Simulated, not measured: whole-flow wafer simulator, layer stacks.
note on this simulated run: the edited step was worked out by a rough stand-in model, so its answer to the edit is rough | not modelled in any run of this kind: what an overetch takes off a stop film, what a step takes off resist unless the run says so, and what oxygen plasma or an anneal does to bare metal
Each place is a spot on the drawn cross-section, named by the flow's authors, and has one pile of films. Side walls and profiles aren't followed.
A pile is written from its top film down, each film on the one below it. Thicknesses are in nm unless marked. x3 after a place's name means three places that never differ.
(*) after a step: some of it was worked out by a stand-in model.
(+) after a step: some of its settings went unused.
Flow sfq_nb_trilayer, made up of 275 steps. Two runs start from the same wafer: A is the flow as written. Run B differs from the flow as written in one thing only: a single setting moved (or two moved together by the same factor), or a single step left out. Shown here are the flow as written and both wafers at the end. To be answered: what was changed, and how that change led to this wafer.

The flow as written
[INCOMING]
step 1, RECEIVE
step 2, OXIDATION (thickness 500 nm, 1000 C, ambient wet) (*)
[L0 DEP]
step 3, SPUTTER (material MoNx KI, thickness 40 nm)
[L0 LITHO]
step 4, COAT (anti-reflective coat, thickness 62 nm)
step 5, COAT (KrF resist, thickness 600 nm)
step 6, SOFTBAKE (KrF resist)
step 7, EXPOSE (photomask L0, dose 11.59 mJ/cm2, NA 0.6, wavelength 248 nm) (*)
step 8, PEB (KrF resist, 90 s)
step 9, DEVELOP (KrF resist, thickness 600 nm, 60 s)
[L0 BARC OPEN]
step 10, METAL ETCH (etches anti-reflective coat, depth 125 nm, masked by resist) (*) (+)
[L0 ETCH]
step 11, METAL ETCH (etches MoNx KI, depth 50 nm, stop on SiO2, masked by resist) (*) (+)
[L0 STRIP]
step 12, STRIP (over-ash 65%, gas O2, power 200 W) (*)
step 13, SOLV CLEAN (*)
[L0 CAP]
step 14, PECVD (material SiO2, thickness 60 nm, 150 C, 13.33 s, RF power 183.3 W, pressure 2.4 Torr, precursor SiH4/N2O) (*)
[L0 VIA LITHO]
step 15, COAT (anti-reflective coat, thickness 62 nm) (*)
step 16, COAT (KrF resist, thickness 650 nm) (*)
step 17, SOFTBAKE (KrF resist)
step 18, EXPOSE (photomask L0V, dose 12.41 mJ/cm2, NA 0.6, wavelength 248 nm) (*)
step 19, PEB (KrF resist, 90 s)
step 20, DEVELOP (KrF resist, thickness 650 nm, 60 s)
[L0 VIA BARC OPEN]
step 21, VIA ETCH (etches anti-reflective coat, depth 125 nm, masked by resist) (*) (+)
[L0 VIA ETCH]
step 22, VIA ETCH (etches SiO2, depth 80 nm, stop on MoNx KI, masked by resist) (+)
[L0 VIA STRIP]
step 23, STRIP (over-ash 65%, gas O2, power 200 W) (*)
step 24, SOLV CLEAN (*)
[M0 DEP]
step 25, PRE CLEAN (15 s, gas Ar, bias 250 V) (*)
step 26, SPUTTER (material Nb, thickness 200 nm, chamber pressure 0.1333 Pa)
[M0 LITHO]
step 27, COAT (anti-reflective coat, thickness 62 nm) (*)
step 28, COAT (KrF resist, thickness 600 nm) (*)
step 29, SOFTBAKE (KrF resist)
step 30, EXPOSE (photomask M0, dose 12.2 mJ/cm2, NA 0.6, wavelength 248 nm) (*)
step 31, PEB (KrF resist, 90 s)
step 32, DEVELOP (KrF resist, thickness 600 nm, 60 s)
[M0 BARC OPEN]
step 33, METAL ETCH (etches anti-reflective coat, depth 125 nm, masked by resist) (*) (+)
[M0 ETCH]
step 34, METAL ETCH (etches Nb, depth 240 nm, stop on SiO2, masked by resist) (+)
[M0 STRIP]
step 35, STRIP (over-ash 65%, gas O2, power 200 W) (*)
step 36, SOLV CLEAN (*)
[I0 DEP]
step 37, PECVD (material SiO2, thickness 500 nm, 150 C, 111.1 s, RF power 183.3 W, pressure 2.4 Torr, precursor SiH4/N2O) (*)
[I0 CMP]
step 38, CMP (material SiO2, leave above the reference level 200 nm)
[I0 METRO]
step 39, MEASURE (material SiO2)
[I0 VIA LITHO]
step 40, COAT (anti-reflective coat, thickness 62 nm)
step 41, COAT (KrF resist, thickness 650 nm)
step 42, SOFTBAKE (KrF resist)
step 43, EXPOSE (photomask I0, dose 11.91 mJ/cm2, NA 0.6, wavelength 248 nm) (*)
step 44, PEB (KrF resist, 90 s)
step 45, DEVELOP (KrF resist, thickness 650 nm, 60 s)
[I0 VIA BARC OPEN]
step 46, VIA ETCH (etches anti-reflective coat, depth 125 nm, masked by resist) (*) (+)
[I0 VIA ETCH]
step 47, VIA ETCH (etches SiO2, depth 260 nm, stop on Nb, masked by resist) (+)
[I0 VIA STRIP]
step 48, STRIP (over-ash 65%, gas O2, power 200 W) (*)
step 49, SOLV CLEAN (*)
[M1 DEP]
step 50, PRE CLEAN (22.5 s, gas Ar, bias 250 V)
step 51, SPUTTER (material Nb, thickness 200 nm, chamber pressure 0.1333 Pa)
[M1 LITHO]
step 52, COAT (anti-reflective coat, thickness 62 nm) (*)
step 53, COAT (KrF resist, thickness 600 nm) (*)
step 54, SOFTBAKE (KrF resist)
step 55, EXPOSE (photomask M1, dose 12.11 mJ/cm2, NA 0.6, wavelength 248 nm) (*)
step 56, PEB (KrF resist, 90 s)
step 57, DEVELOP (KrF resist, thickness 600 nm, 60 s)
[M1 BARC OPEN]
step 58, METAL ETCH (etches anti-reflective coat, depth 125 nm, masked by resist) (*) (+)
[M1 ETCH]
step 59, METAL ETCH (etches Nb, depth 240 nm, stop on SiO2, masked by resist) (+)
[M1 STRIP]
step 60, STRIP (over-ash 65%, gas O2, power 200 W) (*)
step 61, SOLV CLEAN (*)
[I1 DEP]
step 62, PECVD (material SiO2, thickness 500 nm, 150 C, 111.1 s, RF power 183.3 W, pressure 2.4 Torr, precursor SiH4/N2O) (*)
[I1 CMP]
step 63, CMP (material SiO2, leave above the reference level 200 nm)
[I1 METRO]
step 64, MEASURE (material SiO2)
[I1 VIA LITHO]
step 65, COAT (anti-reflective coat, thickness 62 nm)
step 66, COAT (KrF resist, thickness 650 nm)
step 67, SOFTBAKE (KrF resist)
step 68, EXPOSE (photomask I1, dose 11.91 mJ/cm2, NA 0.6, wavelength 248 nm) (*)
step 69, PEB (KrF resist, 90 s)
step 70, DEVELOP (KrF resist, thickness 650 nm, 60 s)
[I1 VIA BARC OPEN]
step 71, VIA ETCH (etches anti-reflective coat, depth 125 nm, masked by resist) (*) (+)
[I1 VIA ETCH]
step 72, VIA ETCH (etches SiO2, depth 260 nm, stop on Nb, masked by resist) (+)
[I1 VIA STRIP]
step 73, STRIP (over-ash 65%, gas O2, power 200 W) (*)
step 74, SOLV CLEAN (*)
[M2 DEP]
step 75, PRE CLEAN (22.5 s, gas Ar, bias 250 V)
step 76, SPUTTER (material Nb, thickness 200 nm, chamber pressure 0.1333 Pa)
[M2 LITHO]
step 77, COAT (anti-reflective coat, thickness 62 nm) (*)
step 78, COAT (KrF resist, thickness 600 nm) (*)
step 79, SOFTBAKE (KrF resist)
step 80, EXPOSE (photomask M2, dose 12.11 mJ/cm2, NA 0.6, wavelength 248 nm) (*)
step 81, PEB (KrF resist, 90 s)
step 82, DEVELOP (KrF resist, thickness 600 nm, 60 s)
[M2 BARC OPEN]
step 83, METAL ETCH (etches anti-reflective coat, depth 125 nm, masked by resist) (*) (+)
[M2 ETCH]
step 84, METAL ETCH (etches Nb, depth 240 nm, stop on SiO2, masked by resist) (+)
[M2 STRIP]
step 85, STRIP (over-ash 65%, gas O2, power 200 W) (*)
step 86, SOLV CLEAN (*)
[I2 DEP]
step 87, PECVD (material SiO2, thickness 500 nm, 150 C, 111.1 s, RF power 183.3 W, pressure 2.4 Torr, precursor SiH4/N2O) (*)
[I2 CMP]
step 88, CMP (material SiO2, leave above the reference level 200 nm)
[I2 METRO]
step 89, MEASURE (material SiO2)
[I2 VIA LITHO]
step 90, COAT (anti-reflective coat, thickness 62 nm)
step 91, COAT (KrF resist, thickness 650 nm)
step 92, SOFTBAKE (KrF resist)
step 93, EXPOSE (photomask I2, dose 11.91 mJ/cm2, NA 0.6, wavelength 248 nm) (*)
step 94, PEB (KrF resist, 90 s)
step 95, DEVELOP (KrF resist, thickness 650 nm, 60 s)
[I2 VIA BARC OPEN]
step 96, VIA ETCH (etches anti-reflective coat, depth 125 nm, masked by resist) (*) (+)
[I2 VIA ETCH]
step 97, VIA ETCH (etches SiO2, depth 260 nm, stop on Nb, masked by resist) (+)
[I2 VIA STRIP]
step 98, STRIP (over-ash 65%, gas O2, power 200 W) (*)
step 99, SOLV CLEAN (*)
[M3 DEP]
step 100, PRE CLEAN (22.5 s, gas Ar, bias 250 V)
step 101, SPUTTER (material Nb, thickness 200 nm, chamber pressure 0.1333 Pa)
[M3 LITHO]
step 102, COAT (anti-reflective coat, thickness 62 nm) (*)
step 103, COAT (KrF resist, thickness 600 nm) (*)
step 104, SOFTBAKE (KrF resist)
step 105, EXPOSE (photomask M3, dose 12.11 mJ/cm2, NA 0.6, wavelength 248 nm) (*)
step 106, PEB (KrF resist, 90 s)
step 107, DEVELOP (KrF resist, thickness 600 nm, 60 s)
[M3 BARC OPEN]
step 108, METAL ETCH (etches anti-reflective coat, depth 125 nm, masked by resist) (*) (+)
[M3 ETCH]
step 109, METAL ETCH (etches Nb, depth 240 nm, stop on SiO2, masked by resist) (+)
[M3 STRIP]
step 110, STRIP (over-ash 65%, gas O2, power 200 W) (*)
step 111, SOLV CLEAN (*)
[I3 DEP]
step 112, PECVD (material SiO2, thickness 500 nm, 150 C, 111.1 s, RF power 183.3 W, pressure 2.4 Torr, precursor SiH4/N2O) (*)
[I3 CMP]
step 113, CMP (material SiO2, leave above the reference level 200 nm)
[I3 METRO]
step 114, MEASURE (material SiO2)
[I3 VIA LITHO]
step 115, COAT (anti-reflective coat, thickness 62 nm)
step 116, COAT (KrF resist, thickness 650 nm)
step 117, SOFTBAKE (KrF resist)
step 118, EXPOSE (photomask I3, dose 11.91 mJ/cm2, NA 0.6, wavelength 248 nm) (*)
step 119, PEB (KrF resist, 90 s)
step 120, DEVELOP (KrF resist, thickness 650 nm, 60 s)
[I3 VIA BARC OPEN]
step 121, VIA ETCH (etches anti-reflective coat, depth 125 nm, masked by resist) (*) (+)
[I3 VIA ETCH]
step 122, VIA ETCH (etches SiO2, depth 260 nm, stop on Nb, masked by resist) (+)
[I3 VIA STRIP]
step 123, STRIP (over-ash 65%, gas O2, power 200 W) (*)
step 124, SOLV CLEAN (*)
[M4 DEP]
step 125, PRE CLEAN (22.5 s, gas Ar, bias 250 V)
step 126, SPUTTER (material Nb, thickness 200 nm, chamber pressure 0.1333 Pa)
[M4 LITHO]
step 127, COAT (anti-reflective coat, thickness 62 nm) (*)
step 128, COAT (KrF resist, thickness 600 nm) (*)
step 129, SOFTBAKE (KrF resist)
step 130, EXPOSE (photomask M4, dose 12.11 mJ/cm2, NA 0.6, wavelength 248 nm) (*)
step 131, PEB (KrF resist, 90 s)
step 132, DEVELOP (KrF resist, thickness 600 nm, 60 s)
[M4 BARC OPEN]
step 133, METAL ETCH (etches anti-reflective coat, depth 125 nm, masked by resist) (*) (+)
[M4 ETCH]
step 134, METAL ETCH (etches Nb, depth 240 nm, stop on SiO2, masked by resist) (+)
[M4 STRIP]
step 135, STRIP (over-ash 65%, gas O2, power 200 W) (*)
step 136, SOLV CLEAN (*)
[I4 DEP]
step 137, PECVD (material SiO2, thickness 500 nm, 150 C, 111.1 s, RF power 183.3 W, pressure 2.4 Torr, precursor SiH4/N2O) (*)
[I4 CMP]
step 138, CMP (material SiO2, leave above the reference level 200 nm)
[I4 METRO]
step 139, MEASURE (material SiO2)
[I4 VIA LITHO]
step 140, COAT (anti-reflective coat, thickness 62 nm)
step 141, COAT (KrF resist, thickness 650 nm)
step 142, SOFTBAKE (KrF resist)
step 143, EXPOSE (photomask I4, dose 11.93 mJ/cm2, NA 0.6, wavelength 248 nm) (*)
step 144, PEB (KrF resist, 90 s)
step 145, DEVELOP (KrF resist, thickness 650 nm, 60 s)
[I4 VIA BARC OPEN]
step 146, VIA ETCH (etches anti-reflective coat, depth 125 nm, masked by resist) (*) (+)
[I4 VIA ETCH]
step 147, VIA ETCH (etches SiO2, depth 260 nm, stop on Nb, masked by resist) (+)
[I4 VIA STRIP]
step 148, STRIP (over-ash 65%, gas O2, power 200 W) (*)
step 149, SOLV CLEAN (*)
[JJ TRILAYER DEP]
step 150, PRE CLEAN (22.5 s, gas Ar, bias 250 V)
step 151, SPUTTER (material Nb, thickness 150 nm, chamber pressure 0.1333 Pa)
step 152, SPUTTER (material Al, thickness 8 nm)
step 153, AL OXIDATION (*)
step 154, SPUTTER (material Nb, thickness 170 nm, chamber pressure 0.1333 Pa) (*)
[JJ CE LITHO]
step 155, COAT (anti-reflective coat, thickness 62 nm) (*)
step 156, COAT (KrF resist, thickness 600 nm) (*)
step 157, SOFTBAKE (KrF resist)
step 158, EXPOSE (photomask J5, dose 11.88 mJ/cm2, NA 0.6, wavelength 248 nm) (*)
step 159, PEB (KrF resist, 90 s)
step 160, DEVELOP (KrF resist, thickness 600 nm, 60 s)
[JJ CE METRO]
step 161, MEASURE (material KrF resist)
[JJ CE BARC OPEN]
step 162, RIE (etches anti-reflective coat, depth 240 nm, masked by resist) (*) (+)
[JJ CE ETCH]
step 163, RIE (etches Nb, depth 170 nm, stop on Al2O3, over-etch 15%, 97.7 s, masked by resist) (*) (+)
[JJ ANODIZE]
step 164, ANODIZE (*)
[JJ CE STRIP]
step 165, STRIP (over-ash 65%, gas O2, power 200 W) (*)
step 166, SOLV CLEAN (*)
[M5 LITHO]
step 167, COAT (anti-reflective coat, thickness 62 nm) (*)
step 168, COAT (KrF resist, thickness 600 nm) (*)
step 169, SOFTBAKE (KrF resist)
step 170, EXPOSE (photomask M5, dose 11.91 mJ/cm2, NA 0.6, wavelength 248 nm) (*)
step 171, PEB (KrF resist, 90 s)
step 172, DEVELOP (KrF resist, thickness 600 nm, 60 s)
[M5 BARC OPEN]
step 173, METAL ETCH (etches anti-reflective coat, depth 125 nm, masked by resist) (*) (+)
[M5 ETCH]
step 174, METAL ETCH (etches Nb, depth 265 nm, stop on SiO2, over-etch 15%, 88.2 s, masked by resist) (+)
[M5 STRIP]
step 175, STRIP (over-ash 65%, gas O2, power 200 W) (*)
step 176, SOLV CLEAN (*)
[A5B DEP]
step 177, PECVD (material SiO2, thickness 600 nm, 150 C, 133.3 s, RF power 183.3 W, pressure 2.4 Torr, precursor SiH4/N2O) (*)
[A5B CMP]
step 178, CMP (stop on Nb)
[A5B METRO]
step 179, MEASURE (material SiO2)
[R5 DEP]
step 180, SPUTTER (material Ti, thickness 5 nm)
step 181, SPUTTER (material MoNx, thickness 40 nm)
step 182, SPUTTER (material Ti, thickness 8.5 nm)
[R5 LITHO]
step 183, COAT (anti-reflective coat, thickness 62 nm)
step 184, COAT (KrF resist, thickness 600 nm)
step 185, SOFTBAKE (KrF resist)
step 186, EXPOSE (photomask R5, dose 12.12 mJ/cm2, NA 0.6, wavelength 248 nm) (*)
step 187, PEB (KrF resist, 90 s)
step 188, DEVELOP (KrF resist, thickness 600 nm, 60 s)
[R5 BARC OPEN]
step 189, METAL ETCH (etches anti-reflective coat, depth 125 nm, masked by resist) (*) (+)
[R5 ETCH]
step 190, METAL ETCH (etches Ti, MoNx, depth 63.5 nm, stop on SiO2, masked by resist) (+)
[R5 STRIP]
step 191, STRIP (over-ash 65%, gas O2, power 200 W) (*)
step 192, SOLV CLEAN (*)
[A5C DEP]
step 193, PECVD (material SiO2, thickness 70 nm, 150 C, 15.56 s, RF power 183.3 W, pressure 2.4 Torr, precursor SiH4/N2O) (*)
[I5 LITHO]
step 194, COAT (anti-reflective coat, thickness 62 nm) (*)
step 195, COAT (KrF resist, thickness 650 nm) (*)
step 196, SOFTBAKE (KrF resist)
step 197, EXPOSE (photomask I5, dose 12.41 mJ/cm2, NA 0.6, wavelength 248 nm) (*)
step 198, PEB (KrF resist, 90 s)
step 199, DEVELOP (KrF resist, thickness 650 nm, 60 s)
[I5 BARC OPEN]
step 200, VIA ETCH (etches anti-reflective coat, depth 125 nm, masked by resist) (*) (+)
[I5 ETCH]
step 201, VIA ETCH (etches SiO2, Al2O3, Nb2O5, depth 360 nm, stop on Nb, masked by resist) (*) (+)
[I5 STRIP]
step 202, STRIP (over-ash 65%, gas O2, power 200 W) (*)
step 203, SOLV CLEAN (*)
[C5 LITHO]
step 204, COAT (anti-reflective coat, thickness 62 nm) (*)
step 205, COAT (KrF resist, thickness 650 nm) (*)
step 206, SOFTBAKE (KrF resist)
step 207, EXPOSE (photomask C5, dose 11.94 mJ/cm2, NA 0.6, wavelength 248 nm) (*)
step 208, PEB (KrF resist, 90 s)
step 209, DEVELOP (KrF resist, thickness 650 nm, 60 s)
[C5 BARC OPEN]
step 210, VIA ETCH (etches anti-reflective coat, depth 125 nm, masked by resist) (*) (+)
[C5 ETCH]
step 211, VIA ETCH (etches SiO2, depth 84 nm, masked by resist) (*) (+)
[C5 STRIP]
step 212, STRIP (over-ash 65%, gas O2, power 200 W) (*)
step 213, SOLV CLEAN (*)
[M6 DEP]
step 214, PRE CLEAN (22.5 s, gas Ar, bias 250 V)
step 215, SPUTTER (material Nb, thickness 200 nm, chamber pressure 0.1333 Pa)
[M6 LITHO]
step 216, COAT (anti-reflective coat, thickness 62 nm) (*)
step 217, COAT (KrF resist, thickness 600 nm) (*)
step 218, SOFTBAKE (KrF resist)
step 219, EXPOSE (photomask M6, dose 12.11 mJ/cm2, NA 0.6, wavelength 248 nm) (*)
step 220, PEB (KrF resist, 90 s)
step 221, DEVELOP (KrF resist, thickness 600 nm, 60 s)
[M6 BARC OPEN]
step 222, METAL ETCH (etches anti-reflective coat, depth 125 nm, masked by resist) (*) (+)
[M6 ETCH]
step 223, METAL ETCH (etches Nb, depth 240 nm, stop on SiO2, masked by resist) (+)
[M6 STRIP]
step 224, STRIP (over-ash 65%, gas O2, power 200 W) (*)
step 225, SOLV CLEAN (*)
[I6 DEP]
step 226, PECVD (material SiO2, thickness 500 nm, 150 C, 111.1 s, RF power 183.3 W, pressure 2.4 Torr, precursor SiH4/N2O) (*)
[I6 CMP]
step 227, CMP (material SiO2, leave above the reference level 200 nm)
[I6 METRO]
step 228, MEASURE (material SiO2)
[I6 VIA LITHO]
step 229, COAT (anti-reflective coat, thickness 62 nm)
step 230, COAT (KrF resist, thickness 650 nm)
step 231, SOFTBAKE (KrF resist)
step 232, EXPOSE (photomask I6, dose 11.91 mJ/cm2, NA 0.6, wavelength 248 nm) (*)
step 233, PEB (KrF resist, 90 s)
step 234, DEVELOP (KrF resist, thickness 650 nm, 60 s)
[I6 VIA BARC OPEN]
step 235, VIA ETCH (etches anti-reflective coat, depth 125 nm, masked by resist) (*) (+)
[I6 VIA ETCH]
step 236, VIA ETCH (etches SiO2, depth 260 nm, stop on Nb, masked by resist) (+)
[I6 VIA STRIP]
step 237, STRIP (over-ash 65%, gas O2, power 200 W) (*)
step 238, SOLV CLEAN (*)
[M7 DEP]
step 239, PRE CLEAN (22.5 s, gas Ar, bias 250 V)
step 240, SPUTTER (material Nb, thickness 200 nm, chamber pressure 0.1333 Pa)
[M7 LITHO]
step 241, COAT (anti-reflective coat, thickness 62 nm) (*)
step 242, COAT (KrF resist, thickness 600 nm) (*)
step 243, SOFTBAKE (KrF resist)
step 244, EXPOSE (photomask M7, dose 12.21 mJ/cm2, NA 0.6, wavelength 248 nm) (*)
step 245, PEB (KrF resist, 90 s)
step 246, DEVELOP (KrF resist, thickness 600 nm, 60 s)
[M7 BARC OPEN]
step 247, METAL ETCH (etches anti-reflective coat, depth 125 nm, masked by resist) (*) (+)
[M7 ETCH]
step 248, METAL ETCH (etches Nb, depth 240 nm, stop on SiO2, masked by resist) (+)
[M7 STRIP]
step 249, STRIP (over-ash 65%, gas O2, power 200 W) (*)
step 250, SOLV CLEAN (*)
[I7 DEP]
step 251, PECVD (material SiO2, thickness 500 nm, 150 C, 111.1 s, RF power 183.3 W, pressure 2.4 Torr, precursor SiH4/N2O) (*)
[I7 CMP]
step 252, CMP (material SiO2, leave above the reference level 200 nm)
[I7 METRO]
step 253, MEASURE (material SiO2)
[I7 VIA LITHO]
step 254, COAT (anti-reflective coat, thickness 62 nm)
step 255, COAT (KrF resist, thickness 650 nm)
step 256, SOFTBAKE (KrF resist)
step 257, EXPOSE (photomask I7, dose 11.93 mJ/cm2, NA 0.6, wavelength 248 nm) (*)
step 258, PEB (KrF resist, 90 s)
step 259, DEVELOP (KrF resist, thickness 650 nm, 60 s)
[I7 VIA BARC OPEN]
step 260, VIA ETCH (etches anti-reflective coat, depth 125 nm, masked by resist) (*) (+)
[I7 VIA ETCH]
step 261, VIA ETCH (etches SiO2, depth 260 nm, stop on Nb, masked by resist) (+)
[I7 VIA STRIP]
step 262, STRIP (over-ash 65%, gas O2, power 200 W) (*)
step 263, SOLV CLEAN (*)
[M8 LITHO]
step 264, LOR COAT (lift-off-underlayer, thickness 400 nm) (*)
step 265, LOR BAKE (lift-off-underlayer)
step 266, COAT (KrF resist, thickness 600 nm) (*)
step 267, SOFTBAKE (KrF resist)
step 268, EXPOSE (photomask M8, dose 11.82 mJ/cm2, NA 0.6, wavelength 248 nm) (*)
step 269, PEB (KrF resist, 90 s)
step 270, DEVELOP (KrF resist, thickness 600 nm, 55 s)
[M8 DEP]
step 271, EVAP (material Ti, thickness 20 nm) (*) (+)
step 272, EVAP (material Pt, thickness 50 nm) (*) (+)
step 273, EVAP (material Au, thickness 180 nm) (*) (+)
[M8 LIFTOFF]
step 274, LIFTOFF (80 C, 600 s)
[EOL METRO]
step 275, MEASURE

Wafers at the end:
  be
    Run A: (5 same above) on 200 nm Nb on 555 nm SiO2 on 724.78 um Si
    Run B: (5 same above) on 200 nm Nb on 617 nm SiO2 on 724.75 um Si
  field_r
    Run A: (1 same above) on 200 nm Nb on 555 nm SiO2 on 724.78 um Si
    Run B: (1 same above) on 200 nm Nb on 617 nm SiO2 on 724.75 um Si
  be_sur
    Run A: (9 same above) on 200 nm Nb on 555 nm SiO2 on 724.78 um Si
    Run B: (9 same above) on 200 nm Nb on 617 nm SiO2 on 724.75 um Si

What caused this: step 2, OXIDATION: thickness 562 nm was run, though the flow has thickness 500 nm.

The path from the change to this, step by step:
  step 2, OXIDATION (thickness 500 nm, 1000 C, ambient wet) (*)
      field_l, v_sur, via_wl and 103 more: A SiO2 gains 500 (new film), chemical SiO2 loses 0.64 (all of it), Si loses 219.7 | B SiO2 gains 562 (new film), chemical SiO2 loses 0.64 (all of it), Si loses 247
